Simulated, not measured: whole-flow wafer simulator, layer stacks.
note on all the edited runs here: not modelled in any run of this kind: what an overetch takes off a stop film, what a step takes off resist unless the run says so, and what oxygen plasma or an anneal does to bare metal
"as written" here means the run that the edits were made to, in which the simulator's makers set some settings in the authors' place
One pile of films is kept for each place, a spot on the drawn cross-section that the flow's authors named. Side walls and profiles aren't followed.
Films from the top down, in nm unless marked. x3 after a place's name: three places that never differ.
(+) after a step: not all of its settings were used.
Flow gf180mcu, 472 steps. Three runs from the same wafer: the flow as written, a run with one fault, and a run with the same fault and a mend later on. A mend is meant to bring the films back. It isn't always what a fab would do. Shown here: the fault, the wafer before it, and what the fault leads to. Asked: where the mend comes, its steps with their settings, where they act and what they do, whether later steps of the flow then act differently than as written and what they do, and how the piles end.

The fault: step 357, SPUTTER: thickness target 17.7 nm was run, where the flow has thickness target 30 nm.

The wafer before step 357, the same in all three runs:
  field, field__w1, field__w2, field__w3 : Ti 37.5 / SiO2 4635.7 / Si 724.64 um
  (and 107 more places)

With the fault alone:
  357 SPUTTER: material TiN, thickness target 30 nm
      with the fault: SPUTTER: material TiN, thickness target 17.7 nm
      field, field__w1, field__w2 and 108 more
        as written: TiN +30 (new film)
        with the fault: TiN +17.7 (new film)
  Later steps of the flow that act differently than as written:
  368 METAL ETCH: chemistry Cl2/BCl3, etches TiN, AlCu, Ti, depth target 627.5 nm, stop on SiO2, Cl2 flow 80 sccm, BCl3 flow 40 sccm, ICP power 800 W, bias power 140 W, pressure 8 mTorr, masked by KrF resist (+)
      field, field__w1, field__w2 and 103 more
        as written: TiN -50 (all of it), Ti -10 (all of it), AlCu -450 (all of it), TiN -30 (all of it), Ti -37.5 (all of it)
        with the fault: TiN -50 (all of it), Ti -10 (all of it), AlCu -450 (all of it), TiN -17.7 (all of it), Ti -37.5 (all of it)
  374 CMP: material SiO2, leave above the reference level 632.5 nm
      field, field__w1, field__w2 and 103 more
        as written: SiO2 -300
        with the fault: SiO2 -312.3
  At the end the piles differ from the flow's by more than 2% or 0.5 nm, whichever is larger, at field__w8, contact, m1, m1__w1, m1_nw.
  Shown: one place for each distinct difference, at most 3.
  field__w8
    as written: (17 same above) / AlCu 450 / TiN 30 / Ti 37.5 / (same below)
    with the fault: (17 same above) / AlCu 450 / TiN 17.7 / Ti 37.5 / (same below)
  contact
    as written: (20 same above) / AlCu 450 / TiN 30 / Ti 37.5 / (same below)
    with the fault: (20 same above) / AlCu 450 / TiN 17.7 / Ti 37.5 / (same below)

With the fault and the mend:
  The mend comes after step 357.
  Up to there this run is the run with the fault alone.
  357a SPUTTER: material TiN, thickness target 12.3 nm (the flow's step 357 once more, with other settings)
      field, field__w1, field__w2 and 108 more
        TiN +12.3
  No later step of the flow acts differently than as written at any place that is followed.
  At the end the piles are the same as the flow's at every place that both follow.
